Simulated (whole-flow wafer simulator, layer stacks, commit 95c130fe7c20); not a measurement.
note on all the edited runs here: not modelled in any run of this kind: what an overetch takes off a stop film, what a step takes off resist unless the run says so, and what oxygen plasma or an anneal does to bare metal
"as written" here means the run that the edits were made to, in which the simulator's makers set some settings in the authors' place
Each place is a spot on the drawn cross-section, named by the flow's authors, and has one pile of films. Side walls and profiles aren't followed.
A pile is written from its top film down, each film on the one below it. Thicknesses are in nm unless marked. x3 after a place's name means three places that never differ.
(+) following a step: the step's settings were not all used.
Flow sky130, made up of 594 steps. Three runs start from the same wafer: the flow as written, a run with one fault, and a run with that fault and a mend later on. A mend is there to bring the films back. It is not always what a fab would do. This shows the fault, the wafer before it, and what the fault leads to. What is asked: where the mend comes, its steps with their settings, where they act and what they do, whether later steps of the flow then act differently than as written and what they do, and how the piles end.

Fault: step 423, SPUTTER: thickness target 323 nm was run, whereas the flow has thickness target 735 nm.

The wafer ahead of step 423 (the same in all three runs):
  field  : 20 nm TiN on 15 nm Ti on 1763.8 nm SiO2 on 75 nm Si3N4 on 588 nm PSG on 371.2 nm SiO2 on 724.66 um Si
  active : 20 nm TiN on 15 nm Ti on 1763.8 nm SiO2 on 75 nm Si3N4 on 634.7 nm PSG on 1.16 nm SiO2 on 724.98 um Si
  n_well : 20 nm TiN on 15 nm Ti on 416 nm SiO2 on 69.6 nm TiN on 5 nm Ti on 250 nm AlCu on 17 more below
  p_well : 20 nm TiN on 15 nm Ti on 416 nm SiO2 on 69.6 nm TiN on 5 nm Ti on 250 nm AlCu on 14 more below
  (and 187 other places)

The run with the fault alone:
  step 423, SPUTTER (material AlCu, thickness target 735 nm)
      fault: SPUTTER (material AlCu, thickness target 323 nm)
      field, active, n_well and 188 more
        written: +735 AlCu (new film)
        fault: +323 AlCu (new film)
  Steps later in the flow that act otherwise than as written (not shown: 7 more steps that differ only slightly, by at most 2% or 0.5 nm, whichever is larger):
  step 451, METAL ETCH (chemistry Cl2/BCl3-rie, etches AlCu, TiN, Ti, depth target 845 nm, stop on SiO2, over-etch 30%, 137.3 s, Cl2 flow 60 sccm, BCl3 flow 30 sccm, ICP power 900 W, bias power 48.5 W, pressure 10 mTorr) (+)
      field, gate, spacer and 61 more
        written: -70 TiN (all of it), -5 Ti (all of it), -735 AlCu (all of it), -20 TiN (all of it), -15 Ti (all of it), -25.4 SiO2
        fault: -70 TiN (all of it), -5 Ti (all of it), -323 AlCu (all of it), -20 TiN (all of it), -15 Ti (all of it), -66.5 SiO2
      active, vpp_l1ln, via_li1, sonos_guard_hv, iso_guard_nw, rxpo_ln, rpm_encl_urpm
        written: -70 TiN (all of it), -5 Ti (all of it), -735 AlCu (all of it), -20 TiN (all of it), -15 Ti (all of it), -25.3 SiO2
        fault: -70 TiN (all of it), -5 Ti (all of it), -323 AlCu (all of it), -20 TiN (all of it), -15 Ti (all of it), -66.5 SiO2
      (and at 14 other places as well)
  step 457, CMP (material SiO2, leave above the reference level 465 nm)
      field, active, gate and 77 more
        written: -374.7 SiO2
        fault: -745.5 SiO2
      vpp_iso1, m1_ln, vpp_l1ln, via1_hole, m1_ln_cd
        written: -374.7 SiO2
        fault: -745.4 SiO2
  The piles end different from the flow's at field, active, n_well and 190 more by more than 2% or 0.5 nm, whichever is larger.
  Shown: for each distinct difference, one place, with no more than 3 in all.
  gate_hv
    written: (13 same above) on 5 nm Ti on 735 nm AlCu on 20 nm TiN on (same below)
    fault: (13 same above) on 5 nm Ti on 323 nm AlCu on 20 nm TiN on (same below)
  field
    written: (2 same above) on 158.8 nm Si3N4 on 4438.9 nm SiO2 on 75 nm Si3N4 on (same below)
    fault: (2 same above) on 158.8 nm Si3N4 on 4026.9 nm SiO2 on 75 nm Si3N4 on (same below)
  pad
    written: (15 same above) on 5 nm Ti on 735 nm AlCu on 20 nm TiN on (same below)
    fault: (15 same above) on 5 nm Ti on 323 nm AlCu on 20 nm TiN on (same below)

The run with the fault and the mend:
  The mend follows step 423.
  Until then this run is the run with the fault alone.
  step 423a, SPUTTER (material AlCu, thickness target 412 nm) (the flow's step 423 again, with other settings)
      field, active, n_well and 188 more
        +412 AlCu
  Later steps of the flow that are run all act as written at every place that is followed.
  By the end, the piles equal the flow's at every place that both follow.
